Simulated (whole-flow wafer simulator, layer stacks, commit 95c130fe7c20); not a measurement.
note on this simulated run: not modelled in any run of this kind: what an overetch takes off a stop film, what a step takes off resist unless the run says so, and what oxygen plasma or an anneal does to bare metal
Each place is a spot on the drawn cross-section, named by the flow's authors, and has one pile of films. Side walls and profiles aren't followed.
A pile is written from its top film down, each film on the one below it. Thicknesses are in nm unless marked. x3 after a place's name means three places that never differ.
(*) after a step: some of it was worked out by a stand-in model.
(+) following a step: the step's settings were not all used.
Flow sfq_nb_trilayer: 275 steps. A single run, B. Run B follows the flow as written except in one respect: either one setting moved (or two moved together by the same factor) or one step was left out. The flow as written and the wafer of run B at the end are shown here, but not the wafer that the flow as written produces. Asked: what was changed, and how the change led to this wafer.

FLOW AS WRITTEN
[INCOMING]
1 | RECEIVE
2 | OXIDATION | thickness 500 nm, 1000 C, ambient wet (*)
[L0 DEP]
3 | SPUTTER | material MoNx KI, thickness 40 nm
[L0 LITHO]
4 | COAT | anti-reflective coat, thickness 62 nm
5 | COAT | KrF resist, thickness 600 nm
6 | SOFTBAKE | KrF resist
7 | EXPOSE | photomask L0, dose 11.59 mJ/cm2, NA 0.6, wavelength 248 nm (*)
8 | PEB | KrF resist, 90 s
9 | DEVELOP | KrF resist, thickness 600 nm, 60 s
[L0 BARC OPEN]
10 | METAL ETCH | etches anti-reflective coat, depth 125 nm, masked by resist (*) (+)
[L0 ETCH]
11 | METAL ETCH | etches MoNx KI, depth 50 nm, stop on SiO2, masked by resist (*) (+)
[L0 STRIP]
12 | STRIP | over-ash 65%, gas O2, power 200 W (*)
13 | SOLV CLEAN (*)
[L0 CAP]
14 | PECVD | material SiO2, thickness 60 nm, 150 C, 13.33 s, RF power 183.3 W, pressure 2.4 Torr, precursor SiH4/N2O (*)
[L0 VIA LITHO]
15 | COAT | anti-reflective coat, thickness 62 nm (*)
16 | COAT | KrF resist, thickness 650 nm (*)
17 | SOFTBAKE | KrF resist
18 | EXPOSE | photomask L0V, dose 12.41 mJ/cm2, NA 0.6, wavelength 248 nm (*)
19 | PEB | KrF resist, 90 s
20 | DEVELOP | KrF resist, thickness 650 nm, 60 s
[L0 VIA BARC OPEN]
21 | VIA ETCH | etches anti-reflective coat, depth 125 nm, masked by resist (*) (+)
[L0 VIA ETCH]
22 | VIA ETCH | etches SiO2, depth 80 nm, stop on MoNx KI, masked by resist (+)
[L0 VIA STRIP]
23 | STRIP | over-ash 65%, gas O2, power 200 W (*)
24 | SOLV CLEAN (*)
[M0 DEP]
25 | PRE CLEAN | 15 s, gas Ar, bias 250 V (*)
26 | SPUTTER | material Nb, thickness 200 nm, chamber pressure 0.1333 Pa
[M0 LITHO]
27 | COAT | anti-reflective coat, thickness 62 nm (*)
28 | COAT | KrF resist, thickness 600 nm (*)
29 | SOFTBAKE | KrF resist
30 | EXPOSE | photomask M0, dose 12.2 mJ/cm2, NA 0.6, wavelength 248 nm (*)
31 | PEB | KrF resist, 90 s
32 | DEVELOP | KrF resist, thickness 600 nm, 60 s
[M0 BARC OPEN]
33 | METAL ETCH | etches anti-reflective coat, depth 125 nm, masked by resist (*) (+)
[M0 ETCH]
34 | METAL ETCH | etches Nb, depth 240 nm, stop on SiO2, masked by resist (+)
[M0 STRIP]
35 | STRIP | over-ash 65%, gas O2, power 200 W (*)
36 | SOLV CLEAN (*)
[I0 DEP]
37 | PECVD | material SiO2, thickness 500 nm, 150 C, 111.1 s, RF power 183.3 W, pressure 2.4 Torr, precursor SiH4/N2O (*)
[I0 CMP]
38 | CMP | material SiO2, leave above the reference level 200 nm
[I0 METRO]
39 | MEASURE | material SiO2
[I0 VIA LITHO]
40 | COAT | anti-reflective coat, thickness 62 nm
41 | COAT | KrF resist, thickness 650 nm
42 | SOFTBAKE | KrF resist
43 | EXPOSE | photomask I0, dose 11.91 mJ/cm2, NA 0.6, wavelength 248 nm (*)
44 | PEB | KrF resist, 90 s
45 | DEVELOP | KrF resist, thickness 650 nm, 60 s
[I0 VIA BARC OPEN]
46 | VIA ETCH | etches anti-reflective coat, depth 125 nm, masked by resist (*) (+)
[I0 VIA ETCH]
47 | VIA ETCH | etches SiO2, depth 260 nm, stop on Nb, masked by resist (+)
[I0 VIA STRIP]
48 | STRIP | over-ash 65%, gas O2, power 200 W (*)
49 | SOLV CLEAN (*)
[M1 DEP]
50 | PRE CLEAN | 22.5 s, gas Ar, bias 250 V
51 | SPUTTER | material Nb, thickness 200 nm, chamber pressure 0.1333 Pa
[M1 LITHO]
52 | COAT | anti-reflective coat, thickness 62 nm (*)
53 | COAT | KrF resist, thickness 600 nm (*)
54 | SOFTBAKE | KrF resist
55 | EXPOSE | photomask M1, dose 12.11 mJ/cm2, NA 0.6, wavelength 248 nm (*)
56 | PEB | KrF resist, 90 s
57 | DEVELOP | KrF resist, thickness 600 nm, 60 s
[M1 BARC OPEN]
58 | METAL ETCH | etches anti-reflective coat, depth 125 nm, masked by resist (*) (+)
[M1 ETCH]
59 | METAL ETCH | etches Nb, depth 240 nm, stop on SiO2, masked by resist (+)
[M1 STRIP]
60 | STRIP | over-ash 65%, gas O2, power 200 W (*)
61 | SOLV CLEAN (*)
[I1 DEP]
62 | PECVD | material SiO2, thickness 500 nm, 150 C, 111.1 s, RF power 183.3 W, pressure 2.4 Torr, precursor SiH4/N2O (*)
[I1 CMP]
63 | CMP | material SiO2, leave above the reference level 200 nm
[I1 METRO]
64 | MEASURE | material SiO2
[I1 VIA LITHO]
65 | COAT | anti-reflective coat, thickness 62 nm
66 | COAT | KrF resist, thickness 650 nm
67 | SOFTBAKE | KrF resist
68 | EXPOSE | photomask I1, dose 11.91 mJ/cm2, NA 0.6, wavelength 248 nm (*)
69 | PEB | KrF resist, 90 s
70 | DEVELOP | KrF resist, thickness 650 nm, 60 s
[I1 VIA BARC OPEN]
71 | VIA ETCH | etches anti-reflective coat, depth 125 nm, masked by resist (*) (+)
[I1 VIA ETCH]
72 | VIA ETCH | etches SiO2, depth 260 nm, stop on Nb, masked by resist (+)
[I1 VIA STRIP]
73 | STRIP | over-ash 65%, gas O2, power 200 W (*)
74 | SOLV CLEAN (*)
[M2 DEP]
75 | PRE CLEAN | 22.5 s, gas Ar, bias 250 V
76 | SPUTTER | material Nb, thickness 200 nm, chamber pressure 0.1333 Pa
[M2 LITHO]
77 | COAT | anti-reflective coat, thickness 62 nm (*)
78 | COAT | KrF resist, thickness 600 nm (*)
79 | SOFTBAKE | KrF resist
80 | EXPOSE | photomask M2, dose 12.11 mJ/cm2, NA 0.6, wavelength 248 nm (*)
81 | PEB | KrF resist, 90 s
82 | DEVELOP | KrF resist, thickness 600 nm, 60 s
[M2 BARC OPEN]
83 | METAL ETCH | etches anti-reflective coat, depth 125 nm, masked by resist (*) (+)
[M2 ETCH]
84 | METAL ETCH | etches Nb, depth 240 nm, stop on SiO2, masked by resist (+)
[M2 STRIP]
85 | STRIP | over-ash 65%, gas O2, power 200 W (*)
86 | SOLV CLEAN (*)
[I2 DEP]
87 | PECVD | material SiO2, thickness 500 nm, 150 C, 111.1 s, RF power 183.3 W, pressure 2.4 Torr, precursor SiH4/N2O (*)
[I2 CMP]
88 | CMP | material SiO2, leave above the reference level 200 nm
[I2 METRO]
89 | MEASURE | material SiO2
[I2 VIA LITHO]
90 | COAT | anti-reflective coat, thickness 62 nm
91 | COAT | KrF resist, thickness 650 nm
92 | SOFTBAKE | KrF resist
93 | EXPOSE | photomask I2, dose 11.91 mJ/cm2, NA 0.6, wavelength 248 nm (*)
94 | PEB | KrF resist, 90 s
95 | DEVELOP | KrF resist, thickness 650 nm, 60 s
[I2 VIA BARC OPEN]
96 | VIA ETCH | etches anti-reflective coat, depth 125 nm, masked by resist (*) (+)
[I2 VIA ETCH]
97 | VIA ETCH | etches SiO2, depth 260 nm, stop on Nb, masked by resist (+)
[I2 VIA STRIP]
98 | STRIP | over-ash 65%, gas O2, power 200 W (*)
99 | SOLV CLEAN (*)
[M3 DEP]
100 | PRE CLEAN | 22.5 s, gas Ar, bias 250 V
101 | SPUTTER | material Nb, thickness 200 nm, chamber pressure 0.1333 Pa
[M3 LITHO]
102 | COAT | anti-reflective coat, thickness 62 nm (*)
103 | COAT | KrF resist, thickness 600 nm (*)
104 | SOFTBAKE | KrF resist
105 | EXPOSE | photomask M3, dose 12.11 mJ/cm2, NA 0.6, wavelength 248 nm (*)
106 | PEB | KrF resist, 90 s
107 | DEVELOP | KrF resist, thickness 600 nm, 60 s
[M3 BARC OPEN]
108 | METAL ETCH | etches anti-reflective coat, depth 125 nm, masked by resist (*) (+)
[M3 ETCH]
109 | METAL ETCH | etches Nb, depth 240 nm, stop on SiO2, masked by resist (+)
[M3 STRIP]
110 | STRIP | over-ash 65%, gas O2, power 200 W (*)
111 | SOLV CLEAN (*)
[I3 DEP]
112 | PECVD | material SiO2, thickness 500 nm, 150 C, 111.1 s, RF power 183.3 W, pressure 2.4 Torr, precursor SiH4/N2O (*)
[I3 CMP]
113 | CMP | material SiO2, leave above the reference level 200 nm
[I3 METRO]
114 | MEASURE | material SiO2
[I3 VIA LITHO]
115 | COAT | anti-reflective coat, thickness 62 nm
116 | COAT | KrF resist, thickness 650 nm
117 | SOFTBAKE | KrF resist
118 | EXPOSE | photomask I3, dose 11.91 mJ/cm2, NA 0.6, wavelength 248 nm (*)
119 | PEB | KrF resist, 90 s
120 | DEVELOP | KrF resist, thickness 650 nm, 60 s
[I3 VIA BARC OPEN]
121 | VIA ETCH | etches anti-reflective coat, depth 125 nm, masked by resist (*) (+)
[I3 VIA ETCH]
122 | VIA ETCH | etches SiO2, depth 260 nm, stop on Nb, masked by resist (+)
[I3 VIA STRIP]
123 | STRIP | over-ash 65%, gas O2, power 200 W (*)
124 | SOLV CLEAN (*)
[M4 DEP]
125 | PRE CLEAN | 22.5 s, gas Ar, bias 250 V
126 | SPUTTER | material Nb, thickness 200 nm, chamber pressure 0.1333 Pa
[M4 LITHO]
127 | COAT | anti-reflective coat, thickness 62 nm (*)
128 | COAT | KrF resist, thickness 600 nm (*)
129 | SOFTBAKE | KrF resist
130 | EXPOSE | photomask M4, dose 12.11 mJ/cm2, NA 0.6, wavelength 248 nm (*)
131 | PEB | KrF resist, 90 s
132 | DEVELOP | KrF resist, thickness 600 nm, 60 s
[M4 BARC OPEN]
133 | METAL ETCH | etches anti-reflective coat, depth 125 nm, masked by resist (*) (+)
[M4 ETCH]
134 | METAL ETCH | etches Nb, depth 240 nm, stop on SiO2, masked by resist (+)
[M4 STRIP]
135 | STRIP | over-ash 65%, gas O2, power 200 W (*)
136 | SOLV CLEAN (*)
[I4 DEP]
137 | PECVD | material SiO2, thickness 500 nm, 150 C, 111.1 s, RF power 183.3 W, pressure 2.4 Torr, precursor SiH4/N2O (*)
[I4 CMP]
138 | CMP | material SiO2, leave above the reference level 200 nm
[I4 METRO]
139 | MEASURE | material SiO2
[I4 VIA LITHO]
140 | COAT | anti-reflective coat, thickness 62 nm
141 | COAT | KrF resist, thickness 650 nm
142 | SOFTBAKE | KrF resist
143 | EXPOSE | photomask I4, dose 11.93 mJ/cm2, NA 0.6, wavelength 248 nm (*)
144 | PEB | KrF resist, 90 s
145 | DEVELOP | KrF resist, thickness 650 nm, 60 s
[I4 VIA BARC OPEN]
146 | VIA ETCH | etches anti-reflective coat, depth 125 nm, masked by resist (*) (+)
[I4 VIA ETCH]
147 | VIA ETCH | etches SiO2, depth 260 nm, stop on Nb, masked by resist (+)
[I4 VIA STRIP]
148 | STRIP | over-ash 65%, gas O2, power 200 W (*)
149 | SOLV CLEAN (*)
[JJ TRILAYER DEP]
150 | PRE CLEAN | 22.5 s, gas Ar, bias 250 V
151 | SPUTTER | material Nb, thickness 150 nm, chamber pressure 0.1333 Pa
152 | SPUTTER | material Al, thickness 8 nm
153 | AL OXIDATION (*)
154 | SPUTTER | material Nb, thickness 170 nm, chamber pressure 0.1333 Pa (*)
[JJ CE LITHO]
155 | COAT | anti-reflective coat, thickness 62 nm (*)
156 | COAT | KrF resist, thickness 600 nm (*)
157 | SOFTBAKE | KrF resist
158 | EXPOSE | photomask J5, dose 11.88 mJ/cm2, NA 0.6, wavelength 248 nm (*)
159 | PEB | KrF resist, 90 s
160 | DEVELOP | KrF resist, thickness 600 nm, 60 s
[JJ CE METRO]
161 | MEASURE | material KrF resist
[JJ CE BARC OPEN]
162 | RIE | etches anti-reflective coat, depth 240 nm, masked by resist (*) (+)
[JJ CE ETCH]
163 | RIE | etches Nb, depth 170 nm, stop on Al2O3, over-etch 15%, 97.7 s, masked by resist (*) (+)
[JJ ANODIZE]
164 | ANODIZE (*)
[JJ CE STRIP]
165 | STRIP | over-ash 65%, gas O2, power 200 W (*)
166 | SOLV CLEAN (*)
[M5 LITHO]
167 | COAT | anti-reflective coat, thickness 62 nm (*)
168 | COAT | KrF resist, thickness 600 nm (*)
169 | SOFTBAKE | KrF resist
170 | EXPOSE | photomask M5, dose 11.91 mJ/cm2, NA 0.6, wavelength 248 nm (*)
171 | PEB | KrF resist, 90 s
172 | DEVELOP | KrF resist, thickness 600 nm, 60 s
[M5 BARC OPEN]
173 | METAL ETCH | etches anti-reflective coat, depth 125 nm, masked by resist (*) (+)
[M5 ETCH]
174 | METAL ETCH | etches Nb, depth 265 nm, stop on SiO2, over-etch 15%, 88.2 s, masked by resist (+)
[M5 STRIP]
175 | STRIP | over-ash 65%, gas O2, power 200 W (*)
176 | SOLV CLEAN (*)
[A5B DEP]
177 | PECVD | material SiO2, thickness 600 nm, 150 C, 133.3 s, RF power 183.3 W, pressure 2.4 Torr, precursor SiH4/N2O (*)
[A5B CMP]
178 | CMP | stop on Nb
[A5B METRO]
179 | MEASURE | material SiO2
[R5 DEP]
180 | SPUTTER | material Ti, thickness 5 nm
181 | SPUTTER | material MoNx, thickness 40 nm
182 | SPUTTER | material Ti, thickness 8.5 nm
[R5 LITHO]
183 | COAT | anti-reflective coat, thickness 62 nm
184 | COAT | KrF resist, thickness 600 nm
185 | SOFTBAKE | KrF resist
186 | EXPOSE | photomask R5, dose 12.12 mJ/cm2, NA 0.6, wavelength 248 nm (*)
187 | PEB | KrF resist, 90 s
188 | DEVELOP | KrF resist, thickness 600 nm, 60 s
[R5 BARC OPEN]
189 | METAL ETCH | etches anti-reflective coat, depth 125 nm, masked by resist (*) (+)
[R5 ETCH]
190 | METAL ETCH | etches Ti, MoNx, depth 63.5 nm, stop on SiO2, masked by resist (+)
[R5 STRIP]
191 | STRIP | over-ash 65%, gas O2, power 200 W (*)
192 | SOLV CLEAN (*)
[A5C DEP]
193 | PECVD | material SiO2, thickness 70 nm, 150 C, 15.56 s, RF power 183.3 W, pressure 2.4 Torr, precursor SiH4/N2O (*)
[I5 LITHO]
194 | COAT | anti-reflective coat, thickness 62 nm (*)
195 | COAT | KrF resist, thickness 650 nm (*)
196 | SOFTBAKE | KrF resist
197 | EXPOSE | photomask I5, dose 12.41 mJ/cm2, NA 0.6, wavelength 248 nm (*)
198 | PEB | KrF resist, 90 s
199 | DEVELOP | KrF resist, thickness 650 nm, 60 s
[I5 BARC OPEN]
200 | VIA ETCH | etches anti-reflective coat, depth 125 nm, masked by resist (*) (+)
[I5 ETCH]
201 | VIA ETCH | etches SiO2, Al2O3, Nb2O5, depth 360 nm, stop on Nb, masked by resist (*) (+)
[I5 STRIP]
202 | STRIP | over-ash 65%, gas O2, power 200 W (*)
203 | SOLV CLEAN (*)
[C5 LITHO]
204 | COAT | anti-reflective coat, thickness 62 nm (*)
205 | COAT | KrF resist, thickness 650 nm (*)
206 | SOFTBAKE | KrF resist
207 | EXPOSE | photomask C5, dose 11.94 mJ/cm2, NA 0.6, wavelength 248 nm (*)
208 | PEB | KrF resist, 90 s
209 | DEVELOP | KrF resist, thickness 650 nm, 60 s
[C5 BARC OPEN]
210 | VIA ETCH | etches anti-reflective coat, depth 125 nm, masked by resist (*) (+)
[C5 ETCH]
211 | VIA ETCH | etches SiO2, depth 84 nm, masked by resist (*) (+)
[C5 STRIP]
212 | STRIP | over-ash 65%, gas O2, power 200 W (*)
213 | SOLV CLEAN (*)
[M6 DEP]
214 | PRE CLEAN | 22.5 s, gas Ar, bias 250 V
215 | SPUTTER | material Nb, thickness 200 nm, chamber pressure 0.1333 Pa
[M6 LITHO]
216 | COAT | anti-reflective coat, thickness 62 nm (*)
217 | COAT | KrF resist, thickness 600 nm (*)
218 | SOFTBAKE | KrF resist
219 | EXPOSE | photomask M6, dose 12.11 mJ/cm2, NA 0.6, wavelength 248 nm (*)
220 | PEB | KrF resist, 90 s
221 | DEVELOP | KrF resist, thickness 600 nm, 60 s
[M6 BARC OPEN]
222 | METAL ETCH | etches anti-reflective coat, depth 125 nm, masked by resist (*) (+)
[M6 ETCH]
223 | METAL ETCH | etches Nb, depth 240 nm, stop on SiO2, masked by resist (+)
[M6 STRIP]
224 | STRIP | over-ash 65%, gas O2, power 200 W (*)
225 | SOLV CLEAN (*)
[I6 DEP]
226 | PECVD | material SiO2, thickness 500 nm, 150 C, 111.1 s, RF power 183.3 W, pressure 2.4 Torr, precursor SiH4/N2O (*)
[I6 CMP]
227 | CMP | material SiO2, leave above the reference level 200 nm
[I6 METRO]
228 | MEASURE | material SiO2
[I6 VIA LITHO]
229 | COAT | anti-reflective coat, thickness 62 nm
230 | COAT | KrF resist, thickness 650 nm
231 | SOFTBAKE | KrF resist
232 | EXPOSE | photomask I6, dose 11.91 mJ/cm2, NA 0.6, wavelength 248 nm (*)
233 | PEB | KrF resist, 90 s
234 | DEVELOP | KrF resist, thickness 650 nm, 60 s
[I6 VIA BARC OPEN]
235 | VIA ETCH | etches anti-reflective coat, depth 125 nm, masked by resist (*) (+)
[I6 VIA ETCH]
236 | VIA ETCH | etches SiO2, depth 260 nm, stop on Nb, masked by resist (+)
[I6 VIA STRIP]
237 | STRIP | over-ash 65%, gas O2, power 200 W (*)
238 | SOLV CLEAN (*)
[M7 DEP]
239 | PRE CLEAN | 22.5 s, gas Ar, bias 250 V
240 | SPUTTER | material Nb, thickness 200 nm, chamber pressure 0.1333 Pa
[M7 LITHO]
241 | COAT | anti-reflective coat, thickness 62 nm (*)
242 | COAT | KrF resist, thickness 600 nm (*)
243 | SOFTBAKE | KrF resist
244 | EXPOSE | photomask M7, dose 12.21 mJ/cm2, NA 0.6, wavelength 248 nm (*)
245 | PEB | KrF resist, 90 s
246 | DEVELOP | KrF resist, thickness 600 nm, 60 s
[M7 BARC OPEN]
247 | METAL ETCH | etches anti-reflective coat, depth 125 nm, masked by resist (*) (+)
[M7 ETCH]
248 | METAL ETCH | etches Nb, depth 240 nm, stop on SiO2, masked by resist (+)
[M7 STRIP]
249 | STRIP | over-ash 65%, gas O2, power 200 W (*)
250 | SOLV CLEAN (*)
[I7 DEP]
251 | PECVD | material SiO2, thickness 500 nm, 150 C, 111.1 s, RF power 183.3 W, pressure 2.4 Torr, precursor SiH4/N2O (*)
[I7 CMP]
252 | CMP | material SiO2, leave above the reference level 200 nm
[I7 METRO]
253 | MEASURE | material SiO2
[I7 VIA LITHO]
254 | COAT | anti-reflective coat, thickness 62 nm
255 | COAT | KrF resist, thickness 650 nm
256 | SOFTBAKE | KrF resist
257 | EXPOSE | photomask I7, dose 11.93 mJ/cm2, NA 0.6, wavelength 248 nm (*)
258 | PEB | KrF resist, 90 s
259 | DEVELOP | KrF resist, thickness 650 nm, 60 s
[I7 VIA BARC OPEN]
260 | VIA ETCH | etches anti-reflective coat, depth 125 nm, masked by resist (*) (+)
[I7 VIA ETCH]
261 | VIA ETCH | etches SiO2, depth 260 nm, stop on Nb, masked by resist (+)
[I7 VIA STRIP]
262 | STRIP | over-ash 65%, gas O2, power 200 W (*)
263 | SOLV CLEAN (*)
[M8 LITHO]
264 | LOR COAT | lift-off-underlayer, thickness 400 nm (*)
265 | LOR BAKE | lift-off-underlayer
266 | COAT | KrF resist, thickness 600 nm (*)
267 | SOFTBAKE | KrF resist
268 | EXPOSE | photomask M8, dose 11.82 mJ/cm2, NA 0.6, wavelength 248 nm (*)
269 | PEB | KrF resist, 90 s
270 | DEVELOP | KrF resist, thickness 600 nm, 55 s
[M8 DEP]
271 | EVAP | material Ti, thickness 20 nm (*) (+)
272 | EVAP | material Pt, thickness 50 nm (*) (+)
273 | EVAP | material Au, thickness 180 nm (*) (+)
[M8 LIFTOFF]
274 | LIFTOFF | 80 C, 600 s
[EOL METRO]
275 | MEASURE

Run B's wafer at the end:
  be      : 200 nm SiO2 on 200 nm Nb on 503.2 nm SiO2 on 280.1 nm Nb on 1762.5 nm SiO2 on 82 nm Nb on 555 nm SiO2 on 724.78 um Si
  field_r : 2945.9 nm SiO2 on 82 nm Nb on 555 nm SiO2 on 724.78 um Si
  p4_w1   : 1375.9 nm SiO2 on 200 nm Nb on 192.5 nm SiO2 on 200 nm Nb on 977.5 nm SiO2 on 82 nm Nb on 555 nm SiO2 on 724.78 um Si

Cause: step 26, SPUTTER: thickness 82 nm was run, while the flow as written has thickness 200 nm.
The wafer lets one read it off: be has Nb 82, and step 26 as written asks for 200 nm.

Step by step, how the change led to this:
  26 | SPUTTER | material Nb, thickness 200 nm, chamber pressure 0.1333 Pa
      field_l, via_wl, via_w and 100 more: +82 Nb (new film) (it would be, as written: +200 Nb (new film))
      v_sur: +79.1 Nb (new film) (it would be, as written: +200 Nb (new film))
      (also at 2 further places)
  27 | COAT | anti-reflective coat, thickness 62 nm (*)
      v_sur: +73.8 anti-reflective coat (new film) (it would be, as written: +72.3 anti-reflective coat (new film))
      l0_sur: +46.4 anti-reflective coat (new film) (it would be, as written: +47.5 anti-reflective coat (new film))
  34 | METAL ETCH | etches Nb, depth 240 nm, stop on SiO2, masked by resist (+)
      field_l, v_sur, via_wl and 100 more: -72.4 KrF resist (it would be, as written: -141.2 KrF resist)
      moat, m0r_space_l, m0r_space_r: -82 Nb (all of it) (it would be, as written: -200 Nb (all of it))
  35 | STRIP | over-ash 65%, gas O2, power 200 W (*)
      p4_fl, p4_fm, p4_w1 and 68 more: -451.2 KrF resist (all of it), -62 anti-reflective coat (all of it) (it would be, as written: -382.4 KrF resist (all of it), -62 anti-reflective coat (all of it))
      c5j, ce_r, sp_r, be_r, r_sur, res: -457.8 KrF resist (all of it), -63.6 anti-reflective coat (all of it) (it would be, as written: -389 KrF resist (all of it), -63.6 anti-reflective coat (all of it))
      (also at 26 further places)
  37 | PECVD | material SiO2, thickness 500 nm, 150 C, 111.1 s, RF power 183.3 W, pressure 2.4 Torr, precursor SiH4/N2O (*)
      moat, m0r_space_l, m0r_space_r: +500 SiO2 (it would be, as written: +557.1 SiO2)
  38 | CMP | material SiO2, leave above the reference level 200 nm
      moat, m0r_space_l, m0r_space_r: -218 SiO2 (it would be, as written: -157.1 SiO2)
